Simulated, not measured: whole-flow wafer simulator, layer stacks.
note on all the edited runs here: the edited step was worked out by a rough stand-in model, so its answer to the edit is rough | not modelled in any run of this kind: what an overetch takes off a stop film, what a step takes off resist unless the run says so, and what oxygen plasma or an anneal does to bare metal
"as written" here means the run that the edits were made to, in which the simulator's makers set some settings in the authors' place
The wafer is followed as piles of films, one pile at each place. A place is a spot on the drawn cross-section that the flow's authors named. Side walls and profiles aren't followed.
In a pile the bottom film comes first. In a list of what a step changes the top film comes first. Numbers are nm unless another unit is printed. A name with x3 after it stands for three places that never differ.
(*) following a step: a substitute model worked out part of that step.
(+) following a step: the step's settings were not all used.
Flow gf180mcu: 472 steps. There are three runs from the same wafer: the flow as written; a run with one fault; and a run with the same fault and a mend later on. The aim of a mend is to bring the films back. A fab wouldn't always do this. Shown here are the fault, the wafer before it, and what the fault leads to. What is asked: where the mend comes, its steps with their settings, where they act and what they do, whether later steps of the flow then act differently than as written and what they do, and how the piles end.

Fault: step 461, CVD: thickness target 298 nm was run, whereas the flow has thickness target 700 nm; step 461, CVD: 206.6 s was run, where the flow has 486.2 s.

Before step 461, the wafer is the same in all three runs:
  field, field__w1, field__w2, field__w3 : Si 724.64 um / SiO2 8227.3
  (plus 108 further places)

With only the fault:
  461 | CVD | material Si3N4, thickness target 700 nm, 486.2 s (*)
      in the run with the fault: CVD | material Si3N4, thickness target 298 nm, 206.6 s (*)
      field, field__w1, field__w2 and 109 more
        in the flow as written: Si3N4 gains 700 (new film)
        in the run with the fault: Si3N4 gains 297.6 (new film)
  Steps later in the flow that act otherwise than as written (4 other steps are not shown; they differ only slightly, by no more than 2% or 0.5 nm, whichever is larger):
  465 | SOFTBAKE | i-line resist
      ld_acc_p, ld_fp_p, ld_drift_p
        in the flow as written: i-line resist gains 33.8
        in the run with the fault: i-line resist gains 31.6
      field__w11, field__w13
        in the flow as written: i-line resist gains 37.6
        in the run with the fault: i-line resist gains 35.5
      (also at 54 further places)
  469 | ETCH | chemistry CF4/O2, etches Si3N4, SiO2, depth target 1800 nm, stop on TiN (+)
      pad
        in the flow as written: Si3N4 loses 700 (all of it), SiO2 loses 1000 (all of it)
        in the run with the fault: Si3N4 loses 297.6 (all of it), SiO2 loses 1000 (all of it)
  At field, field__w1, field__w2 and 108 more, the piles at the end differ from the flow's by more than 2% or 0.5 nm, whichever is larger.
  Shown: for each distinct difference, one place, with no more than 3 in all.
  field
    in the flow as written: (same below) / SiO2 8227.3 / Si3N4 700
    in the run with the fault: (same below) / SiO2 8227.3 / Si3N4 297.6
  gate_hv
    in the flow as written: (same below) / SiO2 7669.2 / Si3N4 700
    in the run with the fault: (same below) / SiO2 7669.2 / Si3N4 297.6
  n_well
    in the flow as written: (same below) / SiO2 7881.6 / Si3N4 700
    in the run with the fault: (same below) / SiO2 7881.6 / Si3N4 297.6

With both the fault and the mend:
  The mend follows step 468.
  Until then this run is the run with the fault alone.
  468a | STRIP | chemistry O2/N2, power 2160 W, pressure 1700 mTorr (*)
      iso_ptap_pw, iso_ntap_nw, iso_nw_fld and 33 more
        i-line resist loses 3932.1 (all of it)
      p_well, sti, spacer, sd_n, mim_1p0, dice_street
        i-line resist loses 3938 (all of it)
      field__w2, field__w3, field__w6, field__w12
        i-line resist loses 3983.5 (all of it)
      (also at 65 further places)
  468b | CVD | material Si3N4, thickness target 402 nm, 279.2 s (*) (the flow's step 461 again, with other settings)
      field, field__w1, field__w2 and 109 more
        Si3N4 gains 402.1
  468c | HMDS | 120 C, 60 s (the flow's step 463 again)
      alters no film at any place that is followed
  468d | COAT | i-line resist, thickness 4000 nm (*) (the flow's step 464 again)
      iso_ptap_pw, iso_ntap_nw, iso_nw_fld and 33 more
        i-line resist gains 4000 (new film)
      field__w9, field__w13, sd_p_hv, gate_p_hv, nplus_u, npoly_u
        i-line resist gains 4017 (new film)
      p_well, sti, spacer, sd_n, mim_1p0, dice_street
        i-line resist gains 4006.3 (new film)
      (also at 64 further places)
  468e | SOFTBAKE | i-line resist (the flow's step 465 again)
      ld_acc_p, ld_fp_p, ld_drift_p
        i-line resist gains 33.8
      field__w2, field_sub__w4
        i-line resist gains 33.4
      field__w11, field__w13
        i-line resist gains 37.6
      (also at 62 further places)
  468f | EXPOSE | photomask Pad (the flow's step 466 again)
      alters no film at any place that is followed
  468g | PEB | i-line resist, 115 C, 93.9 s (the flow's step 467 again)
      iso_ptap_pw, iso_ntap_nw, iso_nw_fld and 33 more
        i-line resist loses 67.9
      field, field__w2, field__w3 and 25 more
        i-line resist loses 68.8
      field_sub, field_sub__w1, field_sub__w2 and 23 more
        i-line resist loses 68.7
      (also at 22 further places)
  468h | DEVELOP | thickness 4000 nm (*) (the flow's step 468 again)
      field__w5, field__w7, field__w13 and 13 more
        i-line resist loses 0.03
      pad
        i-line resist loses 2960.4 (all of it)
  None of the later steps of the flow differs from how it acts as written, at any place that is followed, by more than 2% or 0.5 nm, whichever is larger.
  When the end is reached, the piles differ only a little from the flow's at the places that both follow, at most by 2% or 0.5 nm, whichever is larger.
